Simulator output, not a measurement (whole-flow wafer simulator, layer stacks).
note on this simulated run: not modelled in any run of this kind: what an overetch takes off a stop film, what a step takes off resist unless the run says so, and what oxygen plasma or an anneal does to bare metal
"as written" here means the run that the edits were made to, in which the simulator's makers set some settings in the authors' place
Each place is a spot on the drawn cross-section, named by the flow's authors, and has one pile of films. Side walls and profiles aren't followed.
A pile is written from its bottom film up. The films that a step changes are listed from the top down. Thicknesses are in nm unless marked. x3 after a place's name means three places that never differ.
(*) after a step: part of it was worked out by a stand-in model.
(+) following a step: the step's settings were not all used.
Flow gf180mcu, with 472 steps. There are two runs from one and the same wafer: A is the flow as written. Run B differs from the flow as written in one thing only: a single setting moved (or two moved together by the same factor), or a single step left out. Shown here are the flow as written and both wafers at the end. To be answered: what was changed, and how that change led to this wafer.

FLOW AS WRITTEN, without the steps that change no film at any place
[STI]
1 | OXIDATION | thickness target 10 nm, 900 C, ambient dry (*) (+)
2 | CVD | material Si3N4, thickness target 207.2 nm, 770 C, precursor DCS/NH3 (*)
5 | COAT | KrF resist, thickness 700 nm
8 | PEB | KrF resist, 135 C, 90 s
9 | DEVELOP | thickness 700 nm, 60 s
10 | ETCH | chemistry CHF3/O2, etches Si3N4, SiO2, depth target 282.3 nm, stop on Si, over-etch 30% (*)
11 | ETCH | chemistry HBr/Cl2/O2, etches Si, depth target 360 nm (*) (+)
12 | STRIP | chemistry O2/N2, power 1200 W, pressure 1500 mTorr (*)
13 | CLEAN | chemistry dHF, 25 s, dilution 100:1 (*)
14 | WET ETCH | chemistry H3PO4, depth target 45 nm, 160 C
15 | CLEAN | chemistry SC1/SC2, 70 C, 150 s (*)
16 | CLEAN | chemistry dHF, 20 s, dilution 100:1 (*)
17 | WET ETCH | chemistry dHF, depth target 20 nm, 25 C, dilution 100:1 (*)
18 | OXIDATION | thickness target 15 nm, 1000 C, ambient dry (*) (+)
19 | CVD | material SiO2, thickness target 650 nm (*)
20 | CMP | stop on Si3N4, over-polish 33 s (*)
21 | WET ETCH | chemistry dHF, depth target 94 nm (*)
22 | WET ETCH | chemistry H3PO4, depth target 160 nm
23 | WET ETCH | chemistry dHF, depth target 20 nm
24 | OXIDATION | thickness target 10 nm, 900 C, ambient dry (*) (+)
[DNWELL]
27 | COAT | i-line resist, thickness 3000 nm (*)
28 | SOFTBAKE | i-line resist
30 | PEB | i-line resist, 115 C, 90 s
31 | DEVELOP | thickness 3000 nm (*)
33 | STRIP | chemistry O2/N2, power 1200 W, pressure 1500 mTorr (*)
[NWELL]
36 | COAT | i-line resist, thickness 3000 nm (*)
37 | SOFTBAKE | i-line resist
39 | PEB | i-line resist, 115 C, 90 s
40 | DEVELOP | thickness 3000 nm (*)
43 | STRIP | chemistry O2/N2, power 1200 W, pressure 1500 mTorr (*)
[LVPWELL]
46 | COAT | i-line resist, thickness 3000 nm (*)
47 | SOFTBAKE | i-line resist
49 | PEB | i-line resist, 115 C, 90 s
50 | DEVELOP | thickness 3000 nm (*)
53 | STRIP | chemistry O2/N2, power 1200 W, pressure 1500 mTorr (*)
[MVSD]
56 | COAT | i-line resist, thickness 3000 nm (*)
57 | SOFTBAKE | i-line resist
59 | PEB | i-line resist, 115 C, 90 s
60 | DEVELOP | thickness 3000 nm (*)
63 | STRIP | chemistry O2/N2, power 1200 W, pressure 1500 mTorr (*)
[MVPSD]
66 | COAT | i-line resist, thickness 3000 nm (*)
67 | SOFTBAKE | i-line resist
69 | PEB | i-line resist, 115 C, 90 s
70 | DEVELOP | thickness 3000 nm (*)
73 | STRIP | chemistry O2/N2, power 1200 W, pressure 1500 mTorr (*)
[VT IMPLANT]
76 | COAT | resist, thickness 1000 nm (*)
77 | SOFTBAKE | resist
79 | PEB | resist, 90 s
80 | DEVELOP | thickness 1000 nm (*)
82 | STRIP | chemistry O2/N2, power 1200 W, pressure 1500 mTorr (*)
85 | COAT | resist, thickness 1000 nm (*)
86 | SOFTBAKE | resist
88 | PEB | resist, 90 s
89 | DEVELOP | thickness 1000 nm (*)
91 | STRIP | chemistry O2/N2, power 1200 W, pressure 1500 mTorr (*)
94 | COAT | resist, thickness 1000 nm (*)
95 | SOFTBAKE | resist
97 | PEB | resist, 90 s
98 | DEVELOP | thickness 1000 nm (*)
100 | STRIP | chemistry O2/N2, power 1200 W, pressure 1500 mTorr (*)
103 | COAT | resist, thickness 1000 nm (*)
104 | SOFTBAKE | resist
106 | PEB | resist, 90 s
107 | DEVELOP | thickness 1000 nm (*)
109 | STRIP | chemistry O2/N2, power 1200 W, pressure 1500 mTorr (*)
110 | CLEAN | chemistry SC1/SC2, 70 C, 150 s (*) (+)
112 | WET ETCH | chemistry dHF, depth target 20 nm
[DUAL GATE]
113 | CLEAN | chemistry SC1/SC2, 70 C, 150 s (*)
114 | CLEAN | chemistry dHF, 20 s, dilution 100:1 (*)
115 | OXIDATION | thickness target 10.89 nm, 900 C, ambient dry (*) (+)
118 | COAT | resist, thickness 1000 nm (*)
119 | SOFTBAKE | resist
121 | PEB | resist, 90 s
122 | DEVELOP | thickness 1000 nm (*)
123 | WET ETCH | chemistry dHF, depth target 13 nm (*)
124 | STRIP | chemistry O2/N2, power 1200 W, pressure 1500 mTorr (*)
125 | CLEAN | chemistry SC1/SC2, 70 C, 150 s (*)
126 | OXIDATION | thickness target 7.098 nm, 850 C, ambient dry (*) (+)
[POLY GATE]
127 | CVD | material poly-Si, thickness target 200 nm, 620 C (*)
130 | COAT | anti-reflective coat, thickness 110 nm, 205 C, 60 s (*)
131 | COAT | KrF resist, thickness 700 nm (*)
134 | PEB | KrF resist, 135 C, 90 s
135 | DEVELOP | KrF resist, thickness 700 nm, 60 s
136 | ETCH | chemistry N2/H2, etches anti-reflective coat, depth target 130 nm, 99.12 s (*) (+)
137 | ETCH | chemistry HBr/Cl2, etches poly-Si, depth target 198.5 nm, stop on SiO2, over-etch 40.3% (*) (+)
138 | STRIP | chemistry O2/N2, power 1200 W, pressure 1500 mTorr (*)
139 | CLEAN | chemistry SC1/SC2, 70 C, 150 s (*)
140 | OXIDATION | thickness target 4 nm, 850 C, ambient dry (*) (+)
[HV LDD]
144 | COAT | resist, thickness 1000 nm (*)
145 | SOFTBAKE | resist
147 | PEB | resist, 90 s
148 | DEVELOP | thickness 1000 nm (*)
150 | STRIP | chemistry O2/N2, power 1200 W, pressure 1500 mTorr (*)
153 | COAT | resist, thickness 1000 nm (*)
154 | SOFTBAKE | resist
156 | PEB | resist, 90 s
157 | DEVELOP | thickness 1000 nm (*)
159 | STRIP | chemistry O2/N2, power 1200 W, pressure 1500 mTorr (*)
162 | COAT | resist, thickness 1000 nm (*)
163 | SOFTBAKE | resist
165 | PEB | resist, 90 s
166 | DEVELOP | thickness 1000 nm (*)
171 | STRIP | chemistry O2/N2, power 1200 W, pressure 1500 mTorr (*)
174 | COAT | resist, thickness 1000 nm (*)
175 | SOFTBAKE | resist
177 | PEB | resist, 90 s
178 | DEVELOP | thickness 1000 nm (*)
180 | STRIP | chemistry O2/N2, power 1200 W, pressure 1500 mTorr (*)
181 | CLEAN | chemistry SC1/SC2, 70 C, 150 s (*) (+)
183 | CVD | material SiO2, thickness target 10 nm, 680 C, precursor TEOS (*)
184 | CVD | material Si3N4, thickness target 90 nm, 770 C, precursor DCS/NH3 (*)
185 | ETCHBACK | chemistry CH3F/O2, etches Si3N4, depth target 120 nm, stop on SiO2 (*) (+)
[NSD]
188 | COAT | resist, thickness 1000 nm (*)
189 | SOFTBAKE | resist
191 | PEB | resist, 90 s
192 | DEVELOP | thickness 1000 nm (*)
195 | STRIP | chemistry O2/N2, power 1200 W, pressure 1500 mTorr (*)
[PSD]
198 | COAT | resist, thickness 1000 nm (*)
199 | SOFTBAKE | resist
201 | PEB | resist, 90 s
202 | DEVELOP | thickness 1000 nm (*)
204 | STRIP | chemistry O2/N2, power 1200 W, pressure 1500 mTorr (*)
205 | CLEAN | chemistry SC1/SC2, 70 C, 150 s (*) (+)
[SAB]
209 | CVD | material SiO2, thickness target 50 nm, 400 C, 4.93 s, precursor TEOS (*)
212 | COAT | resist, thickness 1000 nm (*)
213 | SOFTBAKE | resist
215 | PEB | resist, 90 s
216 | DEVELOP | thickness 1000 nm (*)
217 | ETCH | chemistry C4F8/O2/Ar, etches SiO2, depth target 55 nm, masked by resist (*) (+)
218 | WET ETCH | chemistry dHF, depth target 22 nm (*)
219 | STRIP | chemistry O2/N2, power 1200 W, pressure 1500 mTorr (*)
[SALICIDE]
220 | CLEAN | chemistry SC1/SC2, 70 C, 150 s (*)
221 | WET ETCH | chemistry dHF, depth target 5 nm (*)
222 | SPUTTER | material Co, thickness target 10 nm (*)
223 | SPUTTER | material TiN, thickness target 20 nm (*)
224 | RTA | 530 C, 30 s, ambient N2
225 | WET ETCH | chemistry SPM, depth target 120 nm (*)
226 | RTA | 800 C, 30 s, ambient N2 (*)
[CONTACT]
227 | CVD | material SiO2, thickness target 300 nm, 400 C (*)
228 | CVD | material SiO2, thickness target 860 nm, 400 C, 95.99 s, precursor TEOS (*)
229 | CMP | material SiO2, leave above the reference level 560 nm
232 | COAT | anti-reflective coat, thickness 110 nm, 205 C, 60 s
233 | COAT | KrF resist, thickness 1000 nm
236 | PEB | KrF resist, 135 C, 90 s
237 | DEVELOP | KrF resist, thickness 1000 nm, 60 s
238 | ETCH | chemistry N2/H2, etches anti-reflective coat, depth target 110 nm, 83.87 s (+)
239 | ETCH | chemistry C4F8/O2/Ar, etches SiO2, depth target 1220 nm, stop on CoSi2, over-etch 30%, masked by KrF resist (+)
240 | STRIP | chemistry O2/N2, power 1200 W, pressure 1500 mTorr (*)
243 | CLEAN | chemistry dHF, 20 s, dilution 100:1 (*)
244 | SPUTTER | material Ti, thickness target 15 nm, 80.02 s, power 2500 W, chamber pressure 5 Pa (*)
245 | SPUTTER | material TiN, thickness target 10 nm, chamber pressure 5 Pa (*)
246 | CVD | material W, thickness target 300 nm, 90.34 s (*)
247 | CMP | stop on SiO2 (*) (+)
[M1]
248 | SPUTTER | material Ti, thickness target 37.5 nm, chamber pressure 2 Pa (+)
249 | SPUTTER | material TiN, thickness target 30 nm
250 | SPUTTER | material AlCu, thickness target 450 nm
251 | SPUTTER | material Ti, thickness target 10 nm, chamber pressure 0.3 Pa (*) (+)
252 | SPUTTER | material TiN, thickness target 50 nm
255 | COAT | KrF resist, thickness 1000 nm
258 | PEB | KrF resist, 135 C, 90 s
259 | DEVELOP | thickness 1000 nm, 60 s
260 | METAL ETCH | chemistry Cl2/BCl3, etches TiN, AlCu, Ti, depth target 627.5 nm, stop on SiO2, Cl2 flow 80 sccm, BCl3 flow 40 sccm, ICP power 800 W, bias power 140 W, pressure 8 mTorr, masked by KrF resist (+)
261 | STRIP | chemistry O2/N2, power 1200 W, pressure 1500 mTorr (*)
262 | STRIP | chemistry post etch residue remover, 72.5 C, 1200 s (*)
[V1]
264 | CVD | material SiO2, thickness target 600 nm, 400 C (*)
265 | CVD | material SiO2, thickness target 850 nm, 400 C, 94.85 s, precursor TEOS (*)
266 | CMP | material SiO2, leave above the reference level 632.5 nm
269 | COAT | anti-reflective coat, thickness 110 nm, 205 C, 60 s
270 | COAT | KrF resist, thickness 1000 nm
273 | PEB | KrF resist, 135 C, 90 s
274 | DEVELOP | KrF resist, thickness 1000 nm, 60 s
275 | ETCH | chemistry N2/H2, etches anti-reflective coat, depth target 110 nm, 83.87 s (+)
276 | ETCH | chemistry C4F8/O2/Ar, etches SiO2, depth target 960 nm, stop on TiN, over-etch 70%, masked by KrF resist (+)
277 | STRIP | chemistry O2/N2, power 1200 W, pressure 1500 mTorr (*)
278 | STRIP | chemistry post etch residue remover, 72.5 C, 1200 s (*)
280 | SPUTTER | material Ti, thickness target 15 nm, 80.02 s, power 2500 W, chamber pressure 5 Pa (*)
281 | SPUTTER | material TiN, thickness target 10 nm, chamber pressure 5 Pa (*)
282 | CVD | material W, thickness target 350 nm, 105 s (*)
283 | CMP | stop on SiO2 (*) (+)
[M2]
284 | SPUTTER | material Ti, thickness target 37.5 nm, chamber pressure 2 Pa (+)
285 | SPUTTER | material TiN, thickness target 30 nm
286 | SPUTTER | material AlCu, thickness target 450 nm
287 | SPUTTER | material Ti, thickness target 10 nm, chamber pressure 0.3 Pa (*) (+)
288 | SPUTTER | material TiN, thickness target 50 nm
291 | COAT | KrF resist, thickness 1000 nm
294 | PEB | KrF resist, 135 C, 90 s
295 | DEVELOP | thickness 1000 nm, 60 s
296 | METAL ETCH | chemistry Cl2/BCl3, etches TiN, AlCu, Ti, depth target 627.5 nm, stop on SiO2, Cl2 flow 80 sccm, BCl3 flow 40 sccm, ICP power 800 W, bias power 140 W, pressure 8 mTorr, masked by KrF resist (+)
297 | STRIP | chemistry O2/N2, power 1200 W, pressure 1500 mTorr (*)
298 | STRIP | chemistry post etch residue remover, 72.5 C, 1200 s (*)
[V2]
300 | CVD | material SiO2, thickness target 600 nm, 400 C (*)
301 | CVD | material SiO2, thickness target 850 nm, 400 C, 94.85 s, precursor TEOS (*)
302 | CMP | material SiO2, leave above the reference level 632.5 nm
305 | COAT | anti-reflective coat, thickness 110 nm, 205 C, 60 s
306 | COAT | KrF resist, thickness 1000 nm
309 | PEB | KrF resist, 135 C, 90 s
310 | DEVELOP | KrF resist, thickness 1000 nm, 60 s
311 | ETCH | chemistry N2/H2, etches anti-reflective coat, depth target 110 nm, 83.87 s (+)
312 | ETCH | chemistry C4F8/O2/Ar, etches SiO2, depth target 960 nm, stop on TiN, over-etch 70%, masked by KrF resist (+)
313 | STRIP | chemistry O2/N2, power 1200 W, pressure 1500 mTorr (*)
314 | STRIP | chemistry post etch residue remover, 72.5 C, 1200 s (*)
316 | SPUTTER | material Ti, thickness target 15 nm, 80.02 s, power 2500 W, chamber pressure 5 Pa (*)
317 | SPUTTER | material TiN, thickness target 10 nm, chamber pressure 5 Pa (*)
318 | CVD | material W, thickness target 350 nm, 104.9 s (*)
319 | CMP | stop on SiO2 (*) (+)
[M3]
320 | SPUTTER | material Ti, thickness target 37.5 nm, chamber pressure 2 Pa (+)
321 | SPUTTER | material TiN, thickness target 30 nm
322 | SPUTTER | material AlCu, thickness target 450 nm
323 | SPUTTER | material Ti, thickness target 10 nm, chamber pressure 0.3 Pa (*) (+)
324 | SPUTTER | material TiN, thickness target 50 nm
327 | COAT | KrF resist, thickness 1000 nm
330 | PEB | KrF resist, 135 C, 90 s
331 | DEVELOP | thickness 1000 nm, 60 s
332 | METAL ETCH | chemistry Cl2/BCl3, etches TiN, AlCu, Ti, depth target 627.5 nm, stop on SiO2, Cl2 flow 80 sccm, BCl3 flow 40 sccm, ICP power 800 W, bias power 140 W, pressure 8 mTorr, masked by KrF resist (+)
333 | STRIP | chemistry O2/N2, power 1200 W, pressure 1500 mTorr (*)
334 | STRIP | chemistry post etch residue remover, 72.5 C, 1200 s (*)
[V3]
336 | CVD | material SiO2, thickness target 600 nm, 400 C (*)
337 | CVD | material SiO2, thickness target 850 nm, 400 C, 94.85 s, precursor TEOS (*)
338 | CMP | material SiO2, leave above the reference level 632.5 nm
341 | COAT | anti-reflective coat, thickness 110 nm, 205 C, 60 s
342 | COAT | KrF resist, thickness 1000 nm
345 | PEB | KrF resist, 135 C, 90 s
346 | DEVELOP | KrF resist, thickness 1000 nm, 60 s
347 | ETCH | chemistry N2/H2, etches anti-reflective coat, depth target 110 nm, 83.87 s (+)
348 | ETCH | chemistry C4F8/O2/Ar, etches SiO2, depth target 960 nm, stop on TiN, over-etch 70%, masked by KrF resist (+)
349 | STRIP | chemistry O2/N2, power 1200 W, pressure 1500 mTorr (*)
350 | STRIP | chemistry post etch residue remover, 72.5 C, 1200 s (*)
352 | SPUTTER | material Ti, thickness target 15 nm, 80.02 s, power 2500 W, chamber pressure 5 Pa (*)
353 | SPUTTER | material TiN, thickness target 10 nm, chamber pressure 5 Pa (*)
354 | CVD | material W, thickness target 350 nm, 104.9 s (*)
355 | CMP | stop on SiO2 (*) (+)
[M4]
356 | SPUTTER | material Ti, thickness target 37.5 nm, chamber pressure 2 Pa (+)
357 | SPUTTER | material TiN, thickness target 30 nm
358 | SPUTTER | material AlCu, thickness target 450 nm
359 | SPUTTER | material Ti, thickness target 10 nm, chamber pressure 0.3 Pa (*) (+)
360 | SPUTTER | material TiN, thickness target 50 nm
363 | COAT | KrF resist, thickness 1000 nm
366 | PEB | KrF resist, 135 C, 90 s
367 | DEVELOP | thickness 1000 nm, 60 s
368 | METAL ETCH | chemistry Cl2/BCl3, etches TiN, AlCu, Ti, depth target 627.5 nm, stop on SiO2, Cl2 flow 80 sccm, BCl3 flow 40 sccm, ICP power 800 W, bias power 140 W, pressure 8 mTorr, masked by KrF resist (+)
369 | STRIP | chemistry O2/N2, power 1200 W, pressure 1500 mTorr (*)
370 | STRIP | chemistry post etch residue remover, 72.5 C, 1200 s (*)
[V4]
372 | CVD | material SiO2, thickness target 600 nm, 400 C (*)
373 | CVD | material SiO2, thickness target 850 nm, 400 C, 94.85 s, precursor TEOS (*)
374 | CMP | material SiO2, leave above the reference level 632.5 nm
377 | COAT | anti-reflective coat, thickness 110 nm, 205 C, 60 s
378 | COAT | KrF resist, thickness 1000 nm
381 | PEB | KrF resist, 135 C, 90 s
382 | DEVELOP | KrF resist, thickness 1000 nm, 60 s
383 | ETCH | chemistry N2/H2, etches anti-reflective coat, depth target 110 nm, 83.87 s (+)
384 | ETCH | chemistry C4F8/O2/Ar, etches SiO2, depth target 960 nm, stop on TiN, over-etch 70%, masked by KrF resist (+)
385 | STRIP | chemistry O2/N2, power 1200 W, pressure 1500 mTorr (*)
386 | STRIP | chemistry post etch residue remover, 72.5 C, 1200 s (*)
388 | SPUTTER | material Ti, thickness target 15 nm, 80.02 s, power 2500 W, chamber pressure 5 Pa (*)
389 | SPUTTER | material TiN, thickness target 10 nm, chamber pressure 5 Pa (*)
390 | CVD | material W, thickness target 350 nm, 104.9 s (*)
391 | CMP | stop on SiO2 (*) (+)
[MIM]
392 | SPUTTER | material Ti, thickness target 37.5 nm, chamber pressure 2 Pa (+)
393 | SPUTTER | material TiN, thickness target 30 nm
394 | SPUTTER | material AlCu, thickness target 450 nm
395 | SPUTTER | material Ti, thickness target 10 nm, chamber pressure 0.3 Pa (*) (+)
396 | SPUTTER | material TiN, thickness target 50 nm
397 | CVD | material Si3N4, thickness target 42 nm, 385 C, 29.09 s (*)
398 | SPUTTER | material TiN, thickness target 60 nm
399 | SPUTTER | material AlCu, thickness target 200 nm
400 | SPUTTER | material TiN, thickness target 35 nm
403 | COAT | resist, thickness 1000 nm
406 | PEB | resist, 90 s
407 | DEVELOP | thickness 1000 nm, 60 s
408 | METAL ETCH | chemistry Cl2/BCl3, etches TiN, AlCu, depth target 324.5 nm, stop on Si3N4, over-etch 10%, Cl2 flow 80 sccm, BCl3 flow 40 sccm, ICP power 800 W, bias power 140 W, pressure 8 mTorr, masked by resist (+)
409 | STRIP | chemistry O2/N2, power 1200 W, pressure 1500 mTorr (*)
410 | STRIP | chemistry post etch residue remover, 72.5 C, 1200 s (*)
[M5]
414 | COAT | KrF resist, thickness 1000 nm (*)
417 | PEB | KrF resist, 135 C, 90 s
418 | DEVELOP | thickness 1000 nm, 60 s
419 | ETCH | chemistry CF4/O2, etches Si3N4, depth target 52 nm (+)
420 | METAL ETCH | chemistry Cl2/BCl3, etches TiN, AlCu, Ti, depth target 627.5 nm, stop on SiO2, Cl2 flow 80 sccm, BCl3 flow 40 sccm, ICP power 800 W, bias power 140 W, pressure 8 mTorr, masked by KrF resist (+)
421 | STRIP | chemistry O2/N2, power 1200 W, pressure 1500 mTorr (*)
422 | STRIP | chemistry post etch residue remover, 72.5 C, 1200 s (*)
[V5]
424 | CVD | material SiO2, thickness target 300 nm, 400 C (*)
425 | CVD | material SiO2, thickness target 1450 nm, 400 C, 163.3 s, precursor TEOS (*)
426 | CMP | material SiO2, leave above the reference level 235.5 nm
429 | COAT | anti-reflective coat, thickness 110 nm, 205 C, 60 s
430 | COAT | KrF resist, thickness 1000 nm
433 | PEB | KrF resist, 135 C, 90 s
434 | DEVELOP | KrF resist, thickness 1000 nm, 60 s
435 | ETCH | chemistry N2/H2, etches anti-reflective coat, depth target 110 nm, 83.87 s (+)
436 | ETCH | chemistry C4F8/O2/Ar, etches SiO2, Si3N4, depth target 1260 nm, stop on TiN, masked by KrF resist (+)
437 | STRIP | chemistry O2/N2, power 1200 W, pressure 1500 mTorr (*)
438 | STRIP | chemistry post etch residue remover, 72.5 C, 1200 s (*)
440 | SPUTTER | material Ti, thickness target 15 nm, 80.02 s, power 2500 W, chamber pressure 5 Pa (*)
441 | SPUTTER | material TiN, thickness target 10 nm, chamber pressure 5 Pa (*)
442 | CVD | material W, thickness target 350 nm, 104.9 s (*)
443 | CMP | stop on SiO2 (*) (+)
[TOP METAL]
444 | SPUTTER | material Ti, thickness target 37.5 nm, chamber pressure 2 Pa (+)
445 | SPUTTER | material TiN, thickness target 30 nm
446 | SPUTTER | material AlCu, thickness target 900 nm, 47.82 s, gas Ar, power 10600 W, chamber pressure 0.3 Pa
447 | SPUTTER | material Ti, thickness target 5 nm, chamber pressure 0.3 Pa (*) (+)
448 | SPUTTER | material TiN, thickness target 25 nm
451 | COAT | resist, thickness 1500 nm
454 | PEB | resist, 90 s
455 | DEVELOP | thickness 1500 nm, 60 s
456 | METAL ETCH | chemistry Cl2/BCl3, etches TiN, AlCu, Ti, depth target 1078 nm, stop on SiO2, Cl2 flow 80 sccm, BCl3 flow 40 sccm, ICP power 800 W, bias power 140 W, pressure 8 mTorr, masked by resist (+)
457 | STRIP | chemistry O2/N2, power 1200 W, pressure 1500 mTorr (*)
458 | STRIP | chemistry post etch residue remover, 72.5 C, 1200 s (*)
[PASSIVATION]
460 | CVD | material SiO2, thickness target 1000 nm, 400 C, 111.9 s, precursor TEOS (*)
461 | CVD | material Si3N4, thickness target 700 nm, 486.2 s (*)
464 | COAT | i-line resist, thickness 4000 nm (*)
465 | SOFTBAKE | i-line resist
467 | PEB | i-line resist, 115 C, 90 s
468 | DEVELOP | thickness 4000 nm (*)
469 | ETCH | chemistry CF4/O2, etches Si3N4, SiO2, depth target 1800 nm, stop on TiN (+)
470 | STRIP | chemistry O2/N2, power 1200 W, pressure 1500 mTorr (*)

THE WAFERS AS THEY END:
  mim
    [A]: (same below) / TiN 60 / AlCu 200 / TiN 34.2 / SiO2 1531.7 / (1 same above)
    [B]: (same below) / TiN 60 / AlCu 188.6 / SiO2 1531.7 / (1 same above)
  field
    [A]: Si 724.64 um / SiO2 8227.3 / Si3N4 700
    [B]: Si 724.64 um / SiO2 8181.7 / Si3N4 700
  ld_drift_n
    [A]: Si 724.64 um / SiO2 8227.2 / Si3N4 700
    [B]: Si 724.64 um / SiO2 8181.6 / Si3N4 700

Cause: step 400, SPUTTER: material TiN, thickness target 35 nm, was omitted.

How this came from the change, step by step:
  408 | METAL ETCH | chemistry Cl2/BCl3, etches TiN, AlCu, depth target 324.5 nm, stop on Si3N4, over-etch 10%, Cl2 flow 80 sccm, BCl3 flow 40 sccm, ICP power 800 W, bias power 140 W, pressure 8 mTorr, masked by resist (+)
      field, field__w1, field__w2 and 107 more: A TiN loses 35 (all of it), AlCu loses 200 (all of it), TiN loses 60 (all of it) | B AlCu loses 200 (all of it), TiN loses 60 (all of it)
      mim: A resist loses 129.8 | B resist loses 114.4
  410 | STRIP | chemistry post etch residue remover, 72.5 C, 1200 s (*)
      mim: A TiN loses 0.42 | B AlCu loses 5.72
  414 | COAT | KrF resist, thickness 1000 nm (*)
      mim: A KrF resist gains 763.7 (new film) | B KrF resist gains 794.6 (new film)
  421 | STRIP | chemistry O2/N2, power 1200 W, pressure 1500 mTorr (*)
      mim: A KrF resist loses 458.9 (all of it) | B KrF resist loses 489.5 (all of it)
  422 | STRIP | chemistry post etch residue remover, 72.5 C, 1200 s (*)
      mim: A TiN loses 0.42 | B AlCu loses 5.72
  426 | CMP | material SiO2, leave above the reference level 235.5 nm
      field, field__w1, field__w5 and 92 more: A SiO2 loses 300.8 | B SiO2 loses 346.4
      field__w2, field__w3, field__w12 and 6 more: A SiO2 loses 272.7 | B SiO2 loses 318.3
      (as well as at 7 more places)
  436 | ETCH | chemistry C4F8/O2/Ar, etches SiO2, Si3N4, depth target 1260 nm, stop on TiN, masked by KrF resist (+)
      contact: A SiO2 loses 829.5 (all of it), Si3N4 loses 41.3 (all of it) | B SiO2 loses 783.9 (all of it), Si3N4 loses 41.3 (all of it)
  442 | CVD | material W, thickness target 350 nm, 104.9 s (*)
      contact: A W gains 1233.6 (new film) | B W gains 1187.6 (new film)
